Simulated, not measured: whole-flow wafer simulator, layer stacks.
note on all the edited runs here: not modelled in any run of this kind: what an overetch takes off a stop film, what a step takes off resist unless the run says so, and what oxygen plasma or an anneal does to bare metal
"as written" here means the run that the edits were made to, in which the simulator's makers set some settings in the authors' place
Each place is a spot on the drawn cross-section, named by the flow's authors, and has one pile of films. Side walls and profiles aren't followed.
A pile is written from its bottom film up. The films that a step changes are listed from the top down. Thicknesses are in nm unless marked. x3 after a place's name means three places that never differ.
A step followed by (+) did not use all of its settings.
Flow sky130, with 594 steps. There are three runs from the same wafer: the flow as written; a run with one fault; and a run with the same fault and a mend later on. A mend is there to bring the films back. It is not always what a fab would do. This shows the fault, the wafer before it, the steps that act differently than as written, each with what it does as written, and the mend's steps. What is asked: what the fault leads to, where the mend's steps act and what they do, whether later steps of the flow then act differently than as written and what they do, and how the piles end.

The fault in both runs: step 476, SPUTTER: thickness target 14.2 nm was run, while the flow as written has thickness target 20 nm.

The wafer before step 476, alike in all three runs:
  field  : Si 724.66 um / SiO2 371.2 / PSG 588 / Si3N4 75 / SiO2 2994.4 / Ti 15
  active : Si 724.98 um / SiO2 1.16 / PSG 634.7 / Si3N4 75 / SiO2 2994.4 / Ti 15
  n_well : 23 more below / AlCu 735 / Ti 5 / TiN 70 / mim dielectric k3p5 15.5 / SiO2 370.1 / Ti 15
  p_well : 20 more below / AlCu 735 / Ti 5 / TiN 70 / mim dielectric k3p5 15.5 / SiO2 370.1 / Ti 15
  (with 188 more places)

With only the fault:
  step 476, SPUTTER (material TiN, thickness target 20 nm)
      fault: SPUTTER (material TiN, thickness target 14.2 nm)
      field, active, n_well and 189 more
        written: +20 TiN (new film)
        fault: +14.2 TiN (new film)
  Steps further on in the flow that do not act as written (not shown: 9 more steps that differ only slightly, by at most 2% or 0.5 nm, whichever is larger):
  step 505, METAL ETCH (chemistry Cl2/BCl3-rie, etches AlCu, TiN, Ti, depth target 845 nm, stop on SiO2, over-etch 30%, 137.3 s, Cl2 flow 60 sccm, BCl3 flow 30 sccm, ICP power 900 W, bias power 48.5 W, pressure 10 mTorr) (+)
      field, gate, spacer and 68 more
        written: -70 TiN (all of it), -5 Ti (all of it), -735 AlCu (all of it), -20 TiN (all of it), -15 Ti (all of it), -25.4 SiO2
        fault: -70 TiN (all of it), -5 Ti (all of it), -735 AlCu (all of it), -14.2 TiN (all of it), -15 Ti (all of it), -25.9 SiO2
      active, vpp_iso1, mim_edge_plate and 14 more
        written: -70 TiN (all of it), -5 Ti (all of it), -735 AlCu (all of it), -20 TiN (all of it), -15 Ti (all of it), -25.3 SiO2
        fault: -70 TiN (all of it), -5 Ti (all of it), -735 AlCu (all of it), -14.2 TiN (all of it), -15 Ti (all of it), -25.9 SiO2
  At n_well, p_well, gate_hv and 102 more, the piles at the end differ from the flow's by more than 2% or 0.5 nm, whichever is larger.
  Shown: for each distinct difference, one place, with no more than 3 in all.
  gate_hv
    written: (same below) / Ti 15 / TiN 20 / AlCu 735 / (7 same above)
    fault: (same below) / Ti 15 / TiN 14.2 / AlCu 735 / (7 same above)
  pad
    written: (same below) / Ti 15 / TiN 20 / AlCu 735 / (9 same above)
    fault: (same below) / Ti 15 / TiN 14.2 / AlCu 735 / (9 same above)
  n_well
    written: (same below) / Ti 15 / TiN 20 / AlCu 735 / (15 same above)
    fault: (same below) / Ti 15 / TiN 14.2 / AlCu 735 / (15 same above)

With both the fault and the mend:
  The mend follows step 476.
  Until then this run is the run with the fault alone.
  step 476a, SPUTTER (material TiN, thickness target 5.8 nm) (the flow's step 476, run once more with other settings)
      field, active, n_well and 189 more
        +5.8 TiN
  Later steps of the flow that are run all act as written at every place that is followed.
  By the end, the piles equal the flow's at every place that both follow.
